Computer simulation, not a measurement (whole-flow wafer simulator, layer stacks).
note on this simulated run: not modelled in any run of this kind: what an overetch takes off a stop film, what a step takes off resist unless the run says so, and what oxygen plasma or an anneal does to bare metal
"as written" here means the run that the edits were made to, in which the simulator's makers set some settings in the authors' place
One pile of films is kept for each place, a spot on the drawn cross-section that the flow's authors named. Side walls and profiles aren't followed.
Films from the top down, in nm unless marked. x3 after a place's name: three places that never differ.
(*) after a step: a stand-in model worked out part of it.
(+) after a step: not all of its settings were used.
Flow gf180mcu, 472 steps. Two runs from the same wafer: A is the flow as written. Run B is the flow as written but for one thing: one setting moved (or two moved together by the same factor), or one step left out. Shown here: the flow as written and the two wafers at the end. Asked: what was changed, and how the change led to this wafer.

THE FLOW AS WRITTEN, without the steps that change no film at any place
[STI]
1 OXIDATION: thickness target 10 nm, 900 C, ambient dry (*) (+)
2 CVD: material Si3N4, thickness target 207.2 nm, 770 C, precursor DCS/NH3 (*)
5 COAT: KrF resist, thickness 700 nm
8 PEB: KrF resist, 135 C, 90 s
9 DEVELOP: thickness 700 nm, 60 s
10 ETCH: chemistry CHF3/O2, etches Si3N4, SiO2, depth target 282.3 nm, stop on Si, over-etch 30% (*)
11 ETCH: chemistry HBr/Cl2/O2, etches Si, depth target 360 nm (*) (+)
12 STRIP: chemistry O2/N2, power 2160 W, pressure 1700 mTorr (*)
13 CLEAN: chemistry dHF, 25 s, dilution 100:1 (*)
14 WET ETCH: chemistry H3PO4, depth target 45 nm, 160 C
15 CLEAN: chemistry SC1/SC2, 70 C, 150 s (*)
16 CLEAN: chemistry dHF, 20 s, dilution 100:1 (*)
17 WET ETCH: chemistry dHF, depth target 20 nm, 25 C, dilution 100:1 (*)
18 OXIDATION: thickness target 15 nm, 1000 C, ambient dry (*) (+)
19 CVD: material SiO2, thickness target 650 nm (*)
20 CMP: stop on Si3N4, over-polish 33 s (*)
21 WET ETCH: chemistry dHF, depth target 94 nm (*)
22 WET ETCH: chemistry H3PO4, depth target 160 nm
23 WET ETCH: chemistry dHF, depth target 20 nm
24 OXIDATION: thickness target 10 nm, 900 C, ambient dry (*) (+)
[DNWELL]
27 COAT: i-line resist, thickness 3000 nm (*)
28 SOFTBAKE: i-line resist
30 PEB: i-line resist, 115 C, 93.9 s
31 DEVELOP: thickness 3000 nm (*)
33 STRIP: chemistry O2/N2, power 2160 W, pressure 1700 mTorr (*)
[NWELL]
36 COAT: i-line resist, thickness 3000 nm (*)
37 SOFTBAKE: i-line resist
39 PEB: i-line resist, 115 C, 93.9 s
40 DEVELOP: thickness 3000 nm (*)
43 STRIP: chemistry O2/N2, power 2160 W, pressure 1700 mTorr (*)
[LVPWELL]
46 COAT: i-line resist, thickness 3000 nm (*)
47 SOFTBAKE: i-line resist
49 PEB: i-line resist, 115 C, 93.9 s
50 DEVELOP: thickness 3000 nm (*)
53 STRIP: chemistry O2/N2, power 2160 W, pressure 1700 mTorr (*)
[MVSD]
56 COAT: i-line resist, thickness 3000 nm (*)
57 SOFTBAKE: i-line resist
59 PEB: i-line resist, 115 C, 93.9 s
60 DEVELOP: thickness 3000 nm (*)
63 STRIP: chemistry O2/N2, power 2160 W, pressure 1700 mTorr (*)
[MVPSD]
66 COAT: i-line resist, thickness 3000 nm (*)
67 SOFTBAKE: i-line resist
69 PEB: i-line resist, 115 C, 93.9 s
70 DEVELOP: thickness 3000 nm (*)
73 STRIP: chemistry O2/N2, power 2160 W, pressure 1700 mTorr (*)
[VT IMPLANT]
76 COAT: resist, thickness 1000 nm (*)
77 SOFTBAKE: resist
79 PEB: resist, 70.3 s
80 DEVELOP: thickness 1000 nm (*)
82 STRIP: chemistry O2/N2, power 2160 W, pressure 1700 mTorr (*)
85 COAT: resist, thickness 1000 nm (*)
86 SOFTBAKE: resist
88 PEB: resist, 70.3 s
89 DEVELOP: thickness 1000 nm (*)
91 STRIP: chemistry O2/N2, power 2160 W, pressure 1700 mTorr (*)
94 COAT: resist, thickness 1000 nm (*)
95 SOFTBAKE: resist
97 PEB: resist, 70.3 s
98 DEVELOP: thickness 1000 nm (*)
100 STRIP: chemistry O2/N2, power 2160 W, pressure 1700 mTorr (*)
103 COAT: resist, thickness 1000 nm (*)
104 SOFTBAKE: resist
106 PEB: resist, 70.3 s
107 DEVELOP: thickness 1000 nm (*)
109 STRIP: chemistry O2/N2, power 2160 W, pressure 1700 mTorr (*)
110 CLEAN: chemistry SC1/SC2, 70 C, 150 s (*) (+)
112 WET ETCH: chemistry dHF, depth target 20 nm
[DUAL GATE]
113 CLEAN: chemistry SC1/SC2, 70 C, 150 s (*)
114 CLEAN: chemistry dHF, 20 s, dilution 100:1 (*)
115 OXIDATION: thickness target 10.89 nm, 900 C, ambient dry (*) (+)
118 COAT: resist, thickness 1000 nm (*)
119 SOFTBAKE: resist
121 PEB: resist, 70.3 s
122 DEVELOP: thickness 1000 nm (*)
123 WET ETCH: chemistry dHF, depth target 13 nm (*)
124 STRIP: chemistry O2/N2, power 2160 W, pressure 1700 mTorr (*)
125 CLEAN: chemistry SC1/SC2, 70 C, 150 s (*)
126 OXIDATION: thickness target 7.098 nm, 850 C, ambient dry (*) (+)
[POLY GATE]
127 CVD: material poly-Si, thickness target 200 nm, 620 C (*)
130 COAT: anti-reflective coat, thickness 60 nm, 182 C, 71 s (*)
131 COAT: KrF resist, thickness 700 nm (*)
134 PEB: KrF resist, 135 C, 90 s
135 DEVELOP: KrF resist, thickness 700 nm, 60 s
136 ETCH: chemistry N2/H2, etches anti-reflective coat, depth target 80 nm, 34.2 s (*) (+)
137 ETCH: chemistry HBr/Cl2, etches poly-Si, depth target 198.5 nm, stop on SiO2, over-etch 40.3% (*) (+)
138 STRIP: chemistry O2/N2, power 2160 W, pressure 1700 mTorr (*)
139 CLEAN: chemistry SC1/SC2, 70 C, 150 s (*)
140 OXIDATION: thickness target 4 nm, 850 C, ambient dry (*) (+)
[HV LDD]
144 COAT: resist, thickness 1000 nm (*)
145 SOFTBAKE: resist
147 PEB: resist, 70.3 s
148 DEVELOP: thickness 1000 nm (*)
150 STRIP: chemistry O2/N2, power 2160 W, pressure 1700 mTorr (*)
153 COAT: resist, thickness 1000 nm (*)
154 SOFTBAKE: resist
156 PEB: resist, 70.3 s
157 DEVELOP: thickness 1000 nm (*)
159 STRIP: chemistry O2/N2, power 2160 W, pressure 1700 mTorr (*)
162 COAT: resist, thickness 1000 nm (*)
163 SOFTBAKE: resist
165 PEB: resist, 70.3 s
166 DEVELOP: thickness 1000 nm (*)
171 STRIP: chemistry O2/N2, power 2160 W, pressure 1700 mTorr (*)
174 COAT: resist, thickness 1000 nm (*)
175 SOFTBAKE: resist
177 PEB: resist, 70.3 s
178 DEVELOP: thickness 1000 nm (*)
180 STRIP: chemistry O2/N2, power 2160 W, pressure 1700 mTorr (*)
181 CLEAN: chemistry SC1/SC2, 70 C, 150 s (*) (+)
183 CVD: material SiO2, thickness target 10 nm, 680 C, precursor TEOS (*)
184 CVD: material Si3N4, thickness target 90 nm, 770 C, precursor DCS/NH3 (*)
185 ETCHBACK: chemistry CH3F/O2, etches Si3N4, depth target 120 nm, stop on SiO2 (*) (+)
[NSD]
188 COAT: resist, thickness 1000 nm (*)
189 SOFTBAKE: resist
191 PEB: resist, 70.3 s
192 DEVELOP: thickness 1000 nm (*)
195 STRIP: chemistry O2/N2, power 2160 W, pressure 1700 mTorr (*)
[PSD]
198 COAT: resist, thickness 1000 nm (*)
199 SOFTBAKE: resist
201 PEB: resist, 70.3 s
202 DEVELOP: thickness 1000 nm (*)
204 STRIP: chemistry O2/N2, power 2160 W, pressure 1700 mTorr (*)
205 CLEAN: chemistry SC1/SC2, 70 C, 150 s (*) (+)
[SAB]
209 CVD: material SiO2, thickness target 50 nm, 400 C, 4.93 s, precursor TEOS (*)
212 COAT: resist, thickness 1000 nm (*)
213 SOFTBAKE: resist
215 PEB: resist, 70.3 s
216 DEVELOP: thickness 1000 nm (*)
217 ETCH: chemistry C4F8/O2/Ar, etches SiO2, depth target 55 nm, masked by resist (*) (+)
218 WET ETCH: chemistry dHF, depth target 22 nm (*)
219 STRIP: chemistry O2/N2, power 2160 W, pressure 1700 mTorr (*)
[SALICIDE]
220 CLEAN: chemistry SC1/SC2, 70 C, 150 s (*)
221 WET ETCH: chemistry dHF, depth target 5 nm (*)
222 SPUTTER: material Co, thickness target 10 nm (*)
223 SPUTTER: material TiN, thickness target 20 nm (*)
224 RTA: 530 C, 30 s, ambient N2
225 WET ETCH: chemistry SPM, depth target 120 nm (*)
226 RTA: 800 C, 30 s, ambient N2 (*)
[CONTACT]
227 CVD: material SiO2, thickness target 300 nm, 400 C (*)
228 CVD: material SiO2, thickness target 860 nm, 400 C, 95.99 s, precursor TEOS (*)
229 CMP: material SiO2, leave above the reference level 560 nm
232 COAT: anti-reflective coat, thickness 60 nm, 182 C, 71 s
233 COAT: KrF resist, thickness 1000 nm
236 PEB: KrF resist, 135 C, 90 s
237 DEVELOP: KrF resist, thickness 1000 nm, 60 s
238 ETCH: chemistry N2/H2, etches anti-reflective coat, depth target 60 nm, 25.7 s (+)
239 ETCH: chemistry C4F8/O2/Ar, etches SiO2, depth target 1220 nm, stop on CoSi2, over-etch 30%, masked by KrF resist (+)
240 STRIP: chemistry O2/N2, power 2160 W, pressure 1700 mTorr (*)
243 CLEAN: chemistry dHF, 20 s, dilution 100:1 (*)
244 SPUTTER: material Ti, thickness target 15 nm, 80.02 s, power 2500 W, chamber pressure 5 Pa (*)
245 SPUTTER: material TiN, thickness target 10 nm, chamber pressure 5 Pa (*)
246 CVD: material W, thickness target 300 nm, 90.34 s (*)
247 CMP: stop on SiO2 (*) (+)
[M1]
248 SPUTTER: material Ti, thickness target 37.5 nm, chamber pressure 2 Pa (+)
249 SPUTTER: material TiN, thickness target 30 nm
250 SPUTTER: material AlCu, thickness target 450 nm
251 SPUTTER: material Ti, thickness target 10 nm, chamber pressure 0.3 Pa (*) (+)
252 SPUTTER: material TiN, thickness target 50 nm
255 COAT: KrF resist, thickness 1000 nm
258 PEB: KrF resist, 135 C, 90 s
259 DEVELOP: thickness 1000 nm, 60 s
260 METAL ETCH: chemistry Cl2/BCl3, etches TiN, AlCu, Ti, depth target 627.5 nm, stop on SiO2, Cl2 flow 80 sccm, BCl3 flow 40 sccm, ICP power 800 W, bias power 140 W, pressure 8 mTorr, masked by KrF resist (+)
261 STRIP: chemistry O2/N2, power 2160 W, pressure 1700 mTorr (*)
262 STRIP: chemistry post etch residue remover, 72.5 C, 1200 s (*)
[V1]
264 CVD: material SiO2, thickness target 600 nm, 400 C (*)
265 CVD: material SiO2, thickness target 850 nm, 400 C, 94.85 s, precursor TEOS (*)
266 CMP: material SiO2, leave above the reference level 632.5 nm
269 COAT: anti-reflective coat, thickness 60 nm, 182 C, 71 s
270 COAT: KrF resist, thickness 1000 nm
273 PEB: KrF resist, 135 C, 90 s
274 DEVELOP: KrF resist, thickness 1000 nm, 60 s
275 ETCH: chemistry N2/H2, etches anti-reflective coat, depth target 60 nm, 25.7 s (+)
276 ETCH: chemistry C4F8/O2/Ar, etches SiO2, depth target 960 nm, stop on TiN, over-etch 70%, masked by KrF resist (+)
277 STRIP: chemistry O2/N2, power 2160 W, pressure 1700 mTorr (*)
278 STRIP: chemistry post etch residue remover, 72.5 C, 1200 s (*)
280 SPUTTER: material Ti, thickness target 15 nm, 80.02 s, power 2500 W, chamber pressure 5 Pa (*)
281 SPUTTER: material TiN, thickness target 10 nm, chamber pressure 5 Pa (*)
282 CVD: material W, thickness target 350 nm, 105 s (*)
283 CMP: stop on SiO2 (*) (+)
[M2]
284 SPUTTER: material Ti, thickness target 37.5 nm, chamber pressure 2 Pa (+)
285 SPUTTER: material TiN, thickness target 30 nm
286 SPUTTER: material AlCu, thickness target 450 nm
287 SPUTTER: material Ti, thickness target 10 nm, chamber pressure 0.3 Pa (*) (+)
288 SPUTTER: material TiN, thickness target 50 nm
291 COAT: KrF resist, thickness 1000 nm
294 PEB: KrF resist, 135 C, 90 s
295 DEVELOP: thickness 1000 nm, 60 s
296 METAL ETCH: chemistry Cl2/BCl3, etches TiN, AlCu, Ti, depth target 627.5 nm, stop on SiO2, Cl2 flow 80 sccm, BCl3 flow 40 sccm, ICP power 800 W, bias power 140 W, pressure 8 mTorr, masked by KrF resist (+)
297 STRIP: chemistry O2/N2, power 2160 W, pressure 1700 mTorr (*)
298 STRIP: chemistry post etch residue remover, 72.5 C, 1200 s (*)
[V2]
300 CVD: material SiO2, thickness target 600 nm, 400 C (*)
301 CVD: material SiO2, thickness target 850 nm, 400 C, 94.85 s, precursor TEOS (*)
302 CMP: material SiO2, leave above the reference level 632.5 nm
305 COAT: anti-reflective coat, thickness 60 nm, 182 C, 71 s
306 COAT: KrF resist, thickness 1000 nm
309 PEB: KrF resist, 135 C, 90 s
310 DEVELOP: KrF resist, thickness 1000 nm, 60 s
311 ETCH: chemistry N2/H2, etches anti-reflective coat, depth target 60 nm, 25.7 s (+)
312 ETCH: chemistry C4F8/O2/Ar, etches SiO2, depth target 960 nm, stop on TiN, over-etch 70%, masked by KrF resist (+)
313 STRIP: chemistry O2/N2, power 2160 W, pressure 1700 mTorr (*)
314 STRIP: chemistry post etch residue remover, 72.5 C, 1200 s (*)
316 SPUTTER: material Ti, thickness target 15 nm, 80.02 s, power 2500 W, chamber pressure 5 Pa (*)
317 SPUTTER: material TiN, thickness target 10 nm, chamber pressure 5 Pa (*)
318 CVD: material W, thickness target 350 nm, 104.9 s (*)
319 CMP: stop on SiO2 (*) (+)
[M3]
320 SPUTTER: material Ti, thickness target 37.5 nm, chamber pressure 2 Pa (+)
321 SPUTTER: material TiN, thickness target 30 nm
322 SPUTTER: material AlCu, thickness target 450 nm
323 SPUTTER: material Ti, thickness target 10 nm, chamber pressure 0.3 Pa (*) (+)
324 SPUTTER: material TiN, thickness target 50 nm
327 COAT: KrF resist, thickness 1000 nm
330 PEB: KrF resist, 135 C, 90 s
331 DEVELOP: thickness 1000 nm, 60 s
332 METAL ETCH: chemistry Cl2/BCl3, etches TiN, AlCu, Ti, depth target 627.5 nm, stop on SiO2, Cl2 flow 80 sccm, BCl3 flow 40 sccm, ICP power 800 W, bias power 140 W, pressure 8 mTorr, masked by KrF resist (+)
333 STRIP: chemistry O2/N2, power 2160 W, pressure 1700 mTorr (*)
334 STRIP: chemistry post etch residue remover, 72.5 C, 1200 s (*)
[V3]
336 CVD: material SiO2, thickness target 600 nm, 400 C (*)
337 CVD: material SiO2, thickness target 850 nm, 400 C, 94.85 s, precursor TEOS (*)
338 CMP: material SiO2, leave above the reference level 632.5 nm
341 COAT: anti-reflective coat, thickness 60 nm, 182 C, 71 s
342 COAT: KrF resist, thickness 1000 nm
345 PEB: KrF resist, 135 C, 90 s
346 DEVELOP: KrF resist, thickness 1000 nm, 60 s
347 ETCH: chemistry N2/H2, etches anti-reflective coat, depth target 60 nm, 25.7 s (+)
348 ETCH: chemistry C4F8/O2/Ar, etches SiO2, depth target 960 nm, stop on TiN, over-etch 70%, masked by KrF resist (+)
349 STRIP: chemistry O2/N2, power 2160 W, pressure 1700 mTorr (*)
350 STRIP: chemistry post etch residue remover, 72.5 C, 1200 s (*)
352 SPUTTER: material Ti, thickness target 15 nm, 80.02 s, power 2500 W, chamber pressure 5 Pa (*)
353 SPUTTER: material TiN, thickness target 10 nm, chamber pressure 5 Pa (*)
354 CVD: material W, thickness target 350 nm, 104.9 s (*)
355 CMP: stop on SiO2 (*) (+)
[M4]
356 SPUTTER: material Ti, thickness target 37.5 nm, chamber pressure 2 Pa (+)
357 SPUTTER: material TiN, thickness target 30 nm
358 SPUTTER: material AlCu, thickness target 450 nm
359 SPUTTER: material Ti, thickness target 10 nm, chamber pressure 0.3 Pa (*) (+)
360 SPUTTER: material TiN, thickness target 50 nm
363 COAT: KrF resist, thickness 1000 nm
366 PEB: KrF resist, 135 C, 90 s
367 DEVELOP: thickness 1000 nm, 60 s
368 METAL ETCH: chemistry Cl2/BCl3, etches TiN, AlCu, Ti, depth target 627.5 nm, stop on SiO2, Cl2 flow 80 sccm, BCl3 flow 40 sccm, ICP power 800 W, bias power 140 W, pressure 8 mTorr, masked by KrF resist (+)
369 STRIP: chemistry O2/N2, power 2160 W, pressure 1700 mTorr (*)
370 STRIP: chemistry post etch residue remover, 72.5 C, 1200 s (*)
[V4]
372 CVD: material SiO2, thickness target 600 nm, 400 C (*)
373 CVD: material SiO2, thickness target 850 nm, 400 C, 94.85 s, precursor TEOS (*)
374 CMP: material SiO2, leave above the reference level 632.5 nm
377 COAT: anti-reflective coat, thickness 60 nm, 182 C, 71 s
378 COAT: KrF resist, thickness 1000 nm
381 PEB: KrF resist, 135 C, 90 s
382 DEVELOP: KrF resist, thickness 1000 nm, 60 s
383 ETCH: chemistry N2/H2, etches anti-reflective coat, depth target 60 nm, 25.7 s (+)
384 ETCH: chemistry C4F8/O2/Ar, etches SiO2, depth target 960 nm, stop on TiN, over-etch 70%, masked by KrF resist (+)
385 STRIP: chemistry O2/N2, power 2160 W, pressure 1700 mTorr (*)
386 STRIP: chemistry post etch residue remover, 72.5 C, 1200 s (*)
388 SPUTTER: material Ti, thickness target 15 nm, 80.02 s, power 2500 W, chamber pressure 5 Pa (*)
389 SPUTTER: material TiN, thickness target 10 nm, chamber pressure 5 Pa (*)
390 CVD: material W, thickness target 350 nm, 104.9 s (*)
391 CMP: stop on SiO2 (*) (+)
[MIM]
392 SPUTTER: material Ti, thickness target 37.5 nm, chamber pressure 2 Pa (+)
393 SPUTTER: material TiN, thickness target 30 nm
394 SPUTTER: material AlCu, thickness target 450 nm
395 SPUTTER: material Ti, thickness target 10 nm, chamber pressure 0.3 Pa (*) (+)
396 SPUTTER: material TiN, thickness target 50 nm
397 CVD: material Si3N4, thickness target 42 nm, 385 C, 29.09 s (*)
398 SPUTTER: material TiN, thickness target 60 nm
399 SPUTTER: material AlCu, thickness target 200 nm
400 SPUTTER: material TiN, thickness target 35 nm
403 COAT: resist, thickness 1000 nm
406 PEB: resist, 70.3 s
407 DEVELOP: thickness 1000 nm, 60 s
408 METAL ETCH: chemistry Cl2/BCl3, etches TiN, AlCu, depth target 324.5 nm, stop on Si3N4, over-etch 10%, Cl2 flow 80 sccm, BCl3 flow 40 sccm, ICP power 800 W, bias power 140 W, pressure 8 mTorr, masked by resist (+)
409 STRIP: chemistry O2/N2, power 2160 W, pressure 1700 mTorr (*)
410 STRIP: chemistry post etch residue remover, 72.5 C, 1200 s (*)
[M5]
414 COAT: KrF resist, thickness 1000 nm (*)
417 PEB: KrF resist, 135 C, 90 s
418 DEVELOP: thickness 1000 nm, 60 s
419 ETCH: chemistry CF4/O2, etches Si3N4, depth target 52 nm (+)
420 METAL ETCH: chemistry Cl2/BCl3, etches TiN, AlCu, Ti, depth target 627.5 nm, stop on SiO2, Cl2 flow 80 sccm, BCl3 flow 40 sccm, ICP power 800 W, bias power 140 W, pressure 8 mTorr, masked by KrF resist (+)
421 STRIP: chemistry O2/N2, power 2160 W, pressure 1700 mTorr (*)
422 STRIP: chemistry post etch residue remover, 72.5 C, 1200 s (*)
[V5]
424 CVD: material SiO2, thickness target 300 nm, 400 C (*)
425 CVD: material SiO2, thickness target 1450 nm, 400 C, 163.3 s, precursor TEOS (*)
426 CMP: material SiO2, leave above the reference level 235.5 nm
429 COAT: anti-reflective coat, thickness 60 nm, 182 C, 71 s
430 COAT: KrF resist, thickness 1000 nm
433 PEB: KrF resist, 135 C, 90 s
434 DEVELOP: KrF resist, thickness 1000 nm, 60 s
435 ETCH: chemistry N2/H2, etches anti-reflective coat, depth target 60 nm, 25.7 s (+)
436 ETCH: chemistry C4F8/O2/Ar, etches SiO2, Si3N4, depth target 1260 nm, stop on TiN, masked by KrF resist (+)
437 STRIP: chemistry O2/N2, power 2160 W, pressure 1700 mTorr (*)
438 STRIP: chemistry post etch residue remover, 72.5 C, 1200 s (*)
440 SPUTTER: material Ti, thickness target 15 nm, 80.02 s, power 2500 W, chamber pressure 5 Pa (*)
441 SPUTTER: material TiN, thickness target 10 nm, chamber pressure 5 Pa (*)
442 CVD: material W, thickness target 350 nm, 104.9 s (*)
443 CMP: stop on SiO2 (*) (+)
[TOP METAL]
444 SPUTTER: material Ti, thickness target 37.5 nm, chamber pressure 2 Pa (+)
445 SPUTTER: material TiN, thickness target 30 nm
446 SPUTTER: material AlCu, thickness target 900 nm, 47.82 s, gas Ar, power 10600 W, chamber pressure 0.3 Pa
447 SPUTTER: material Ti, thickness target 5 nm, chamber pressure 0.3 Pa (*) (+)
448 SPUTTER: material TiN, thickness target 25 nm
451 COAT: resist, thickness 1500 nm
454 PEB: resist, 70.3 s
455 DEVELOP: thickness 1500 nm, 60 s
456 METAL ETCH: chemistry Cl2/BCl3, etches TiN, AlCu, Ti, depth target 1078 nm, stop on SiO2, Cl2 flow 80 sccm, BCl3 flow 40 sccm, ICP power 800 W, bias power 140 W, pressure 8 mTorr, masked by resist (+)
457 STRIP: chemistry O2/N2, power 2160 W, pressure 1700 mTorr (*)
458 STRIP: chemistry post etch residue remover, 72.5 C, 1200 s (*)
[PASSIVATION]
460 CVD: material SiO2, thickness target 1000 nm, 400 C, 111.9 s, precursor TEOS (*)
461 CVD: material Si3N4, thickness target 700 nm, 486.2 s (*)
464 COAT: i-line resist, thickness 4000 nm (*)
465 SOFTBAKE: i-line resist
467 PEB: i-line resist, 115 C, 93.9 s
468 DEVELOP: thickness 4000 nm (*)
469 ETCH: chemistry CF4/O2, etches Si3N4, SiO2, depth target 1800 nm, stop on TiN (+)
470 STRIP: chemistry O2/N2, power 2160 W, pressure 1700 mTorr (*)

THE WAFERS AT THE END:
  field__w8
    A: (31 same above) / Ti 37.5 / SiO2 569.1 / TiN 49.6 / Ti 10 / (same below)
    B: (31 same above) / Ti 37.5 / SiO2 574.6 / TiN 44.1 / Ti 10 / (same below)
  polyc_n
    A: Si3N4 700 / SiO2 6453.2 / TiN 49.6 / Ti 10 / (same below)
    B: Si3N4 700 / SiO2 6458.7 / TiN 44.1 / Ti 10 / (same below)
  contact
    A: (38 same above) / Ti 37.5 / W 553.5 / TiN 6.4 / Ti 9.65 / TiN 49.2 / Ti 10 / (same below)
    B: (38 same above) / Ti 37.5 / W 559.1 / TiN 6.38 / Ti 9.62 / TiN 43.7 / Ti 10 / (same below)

The cause: step 252, SPUTTER: thickness target 44.5 nm was run, where the flow has thickness target 50 nm.

How the change led to this, step by step:
  252 SPUTTER: material TiN, thickness target 50 nm
      field, field__w1, field__w2 and 108 more: A TiN +50 (new film) | B TiN +44.5 (new film)
  260 METAL ETCH: chemistry Cl2/BCl3, etches TiN, AlCu, Ti, depth target 627.5 nm, stop on SiO2, Cl2 flow 80 sccm, BCl3 flow 40 sccm, ICP power 800 W, bias power 140 W, pressure 8 mTorr, masked by KrF resist (+)
      field, field__w1, field__w2 and 99 more: A TiN -50 (all of it), Ti -10 (all of it), AlCu -450 (all of it), TiN -30 (all of it), Ti -37.5 (all of it) | B TiN -44.5 (all of it), Ti -10 (all of it), AlCu -450 (all of it), TiN -30 (all of it), Ti -37.5 (all of it)
